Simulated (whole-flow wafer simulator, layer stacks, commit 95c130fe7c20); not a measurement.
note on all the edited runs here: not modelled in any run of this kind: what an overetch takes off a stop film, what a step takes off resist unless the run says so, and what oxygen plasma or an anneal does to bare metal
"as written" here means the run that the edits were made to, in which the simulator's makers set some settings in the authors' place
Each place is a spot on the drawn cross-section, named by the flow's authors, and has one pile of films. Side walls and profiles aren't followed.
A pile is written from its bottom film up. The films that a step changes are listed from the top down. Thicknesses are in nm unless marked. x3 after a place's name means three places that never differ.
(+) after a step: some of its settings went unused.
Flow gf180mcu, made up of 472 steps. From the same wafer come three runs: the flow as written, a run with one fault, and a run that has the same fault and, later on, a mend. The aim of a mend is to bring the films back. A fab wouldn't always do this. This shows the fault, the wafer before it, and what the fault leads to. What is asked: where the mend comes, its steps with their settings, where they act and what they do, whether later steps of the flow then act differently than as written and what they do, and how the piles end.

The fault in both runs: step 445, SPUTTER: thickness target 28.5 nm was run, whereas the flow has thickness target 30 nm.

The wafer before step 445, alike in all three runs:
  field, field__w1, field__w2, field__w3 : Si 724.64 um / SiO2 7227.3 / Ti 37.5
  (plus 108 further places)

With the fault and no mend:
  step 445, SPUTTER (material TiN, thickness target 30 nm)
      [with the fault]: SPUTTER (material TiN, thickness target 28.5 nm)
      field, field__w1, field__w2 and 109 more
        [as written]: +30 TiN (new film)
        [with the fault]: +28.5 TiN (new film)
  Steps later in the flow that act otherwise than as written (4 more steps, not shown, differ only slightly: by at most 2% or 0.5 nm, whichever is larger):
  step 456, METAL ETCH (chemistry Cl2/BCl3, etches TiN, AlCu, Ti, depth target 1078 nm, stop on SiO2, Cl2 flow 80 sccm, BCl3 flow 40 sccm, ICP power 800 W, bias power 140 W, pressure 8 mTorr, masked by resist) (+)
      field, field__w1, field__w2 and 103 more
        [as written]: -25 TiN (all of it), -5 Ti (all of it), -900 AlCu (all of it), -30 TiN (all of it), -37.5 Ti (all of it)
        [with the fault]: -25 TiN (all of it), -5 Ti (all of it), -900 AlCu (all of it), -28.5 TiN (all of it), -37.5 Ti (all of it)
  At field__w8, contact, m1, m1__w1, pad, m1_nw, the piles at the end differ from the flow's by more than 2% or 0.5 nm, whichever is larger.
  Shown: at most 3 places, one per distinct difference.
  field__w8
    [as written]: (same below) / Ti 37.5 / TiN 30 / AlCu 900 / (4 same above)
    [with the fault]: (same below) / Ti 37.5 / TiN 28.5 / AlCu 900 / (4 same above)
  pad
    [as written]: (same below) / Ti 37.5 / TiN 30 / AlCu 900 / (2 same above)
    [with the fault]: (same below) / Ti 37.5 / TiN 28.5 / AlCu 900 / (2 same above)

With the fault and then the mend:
  The mend follows step 445.
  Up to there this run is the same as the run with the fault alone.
  step 445a, SPUTTER (material TiN, thickness target 1.5 nm) (the flow's step 445 again, with other settings)
      field, field__w1, field__w2 and 109 more
        +1.5 TiN
  Every later step of the flow that is run acts as written at every place that is followed.
  By the end, the piles equal the flow's at every place that both follow.
